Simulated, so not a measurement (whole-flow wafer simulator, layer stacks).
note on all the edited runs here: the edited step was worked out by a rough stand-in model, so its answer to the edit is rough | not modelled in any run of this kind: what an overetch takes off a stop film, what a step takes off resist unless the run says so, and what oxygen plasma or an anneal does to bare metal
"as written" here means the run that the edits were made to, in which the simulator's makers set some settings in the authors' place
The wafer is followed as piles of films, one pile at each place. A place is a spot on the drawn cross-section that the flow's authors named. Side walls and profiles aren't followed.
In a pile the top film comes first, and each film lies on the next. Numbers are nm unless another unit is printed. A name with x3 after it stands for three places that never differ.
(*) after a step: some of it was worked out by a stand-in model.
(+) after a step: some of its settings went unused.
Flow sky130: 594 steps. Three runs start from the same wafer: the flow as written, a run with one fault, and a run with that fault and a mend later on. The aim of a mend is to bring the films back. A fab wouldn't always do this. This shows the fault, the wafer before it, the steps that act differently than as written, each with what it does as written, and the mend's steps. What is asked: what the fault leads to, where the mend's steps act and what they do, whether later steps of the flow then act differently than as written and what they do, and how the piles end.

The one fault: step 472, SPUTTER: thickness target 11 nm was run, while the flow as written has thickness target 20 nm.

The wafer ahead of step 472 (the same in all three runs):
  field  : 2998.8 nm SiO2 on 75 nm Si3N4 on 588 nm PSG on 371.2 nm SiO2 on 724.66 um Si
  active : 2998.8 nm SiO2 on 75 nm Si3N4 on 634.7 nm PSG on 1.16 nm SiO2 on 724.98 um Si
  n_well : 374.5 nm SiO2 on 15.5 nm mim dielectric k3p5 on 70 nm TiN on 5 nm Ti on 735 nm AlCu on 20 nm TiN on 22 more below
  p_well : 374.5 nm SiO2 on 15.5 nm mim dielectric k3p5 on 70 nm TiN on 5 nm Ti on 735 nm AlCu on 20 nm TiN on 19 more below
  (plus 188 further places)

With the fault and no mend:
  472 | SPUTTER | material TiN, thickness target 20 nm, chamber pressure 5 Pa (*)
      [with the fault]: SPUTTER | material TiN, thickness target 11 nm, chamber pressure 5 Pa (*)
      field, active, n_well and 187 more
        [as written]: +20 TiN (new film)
        [with the fault]: +11 TiN (new film)
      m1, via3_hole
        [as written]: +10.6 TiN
        [with the fault]: +5.83 TiN
  Steps further on in the flow that do not act as written (1 more step, not shown, differs only slightly: by at most 2% or 0.5 nm, whichever is larger):
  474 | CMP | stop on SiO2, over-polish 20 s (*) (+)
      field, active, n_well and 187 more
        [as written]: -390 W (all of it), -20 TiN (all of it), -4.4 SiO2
        [with the fault]: -390 W (all of it), -11 TiN (all of it), -4.4 SiO2
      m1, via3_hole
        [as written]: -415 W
        [with the fault]: -406 W
  By the end, the piles at m1, via3_hole depart from the flow's by more than 2% or 0.5 nm, whichever is larger.
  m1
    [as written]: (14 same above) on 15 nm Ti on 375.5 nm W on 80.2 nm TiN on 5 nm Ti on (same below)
    [with the fault]: (14 same above) on 15 nm Ti on 380.2 nm W on 75.4 nm TiN on 5 nm Ti on (same below)
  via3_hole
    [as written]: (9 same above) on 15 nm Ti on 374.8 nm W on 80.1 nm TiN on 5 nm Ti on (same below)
    [with the fault]: (9 same above) on 15 nm Ti on 379.6 nm W on 75.4 nm TiN on 5 nm Ti on (same below)

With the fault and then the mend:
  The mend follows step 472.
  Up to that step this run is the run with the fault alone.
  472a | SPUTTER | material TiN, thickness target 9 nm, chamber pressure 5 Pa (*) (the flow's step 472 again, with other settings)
      field, active, n_well and 187 more
        +9 TiN
      m1
        +4.74 TiN
      via3_hole
        +4.7 TiN
  Later steps of the flow that are run all act as written at every place that is followed.
  At the end the piles are close to the flow's at the places that both follow, differing by at most 2% or 0.5 nm, whichever is larger.
